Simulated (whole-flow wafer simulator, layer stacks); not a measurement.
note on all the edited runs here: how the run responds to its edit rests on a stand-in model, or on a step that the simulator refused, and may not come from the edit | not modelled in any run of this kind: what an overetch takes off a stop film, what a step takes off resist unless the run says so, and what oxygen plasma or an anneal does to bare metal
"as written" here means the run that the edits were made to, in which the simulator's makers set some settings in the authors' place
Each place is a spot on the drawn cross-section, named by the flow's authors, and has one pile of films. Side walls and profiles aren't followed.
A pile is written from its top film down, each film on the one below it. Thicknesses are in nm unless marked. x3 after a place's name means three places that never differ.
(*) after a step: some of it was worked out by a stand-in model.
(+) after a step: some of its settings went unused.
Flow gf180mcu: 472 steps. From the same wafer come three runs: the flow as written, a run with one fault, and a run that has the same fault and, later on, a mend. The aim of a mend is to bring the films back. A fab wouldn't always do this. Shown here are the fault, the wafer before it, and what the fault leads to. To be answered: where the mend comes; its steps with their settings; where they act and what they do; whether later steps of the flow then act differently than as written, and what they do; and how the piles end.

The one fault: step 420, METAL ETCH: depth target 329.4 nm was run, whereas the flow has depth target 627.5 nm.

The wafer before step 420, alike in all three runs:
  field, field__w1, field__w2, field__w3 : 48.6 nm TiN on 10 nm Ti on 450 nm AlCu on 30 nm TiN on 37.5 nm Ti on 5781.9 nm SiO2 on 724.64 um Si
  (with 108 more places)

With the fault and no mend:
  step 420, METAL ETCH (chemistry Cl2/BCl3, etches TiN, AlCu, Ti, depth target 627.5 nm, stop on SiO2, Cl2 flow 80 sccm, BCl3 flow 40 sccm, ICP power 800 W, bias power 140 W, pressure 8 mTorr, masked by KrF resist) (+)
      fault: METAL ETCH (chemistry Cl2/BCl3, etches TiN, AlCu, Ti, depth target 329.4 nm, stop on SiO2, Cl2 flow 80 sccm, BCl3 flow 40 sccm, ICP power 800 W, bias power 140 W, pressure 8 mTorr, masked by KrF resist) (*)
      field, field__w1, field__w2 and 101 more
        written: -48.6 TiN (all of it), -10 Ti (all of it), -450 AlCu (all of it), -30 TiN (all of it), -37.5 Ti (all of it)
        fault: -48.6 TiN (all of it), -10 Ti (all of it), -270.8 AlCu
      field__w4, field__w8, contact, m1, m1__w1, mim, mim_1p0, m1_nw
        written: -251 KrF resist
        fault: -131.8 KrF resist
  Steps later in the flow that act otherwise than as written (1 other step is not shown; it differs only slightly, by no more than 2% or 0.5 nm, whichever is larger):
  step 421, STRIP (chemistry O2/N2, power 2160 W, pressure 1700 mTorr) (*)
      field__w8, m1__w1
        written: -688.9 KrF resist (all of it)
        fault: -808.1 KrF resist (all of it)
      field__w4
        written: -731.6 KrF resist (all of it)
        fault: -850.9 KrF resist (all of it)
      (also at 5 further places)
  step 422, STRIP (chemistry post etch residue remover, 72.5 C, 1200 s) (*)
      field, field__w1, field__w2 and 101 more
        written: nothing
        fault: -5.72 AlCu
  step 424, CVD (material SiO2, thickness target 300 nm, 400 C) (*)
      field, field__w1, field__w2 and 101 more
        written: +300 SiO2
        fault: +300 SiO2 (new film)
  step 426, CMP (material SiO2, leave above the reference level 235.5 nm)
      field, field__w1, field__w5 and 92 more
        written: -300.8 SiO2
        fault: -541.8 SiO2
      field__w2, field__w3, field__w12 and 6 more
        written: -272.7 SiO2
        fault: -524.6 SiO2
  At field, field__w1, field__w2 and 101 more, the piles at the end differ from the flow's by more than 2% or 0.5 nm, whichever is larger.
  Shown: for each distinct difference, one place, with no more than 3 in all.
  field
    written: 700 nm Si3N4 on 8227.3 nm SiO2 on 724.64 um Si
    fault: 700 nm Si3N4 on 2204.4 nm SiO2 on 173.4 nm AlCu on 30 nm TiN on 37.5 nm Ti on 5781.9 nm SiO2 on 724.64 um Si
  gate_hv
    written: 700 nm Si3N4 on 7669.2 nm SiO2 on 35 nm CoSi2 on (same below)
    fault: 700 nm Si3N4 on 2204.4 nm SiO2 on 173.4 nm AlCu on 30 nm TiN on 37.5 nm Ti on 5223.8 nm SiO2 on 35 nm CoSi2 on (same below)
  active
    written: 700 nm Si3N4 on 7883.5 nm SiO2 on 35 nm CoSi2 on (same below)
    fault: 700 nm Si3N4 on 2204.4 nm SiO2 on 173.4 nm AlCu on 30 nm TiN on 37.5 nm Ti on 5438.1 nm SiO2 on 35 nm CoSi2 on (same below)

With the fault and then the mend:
  After step 420 comes the mend.
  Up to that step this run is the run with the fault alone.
  step 420a, METAL ETCH (chemistry Cl2/BCl3, etches TiN, AlCu, Ti, depth target 298.1 nm, stop on SiO2, Cl2 flow 80 sccm, BCl3 flow 40 sccm, ICP power 800 W, bias power 140 W, pressure 8 mTorr, masked by KrF resist) (+) (a further turn of the flow's step 420, with different settings)
      field, field__w1, field__w2 and 101 more
        -179.2 AlCu (all of it), -30 TiN (all of it), -37.5 Ti (all of it)
      field__w4, field__w8, contact, m1, m1__w1, mim, mim_1p0, m1_nw
        -119.2 KrF resist
  Every later step of the flow that is run acts as written at every place that is followed.
  The piles end the same as the flow's at every place that both follow.
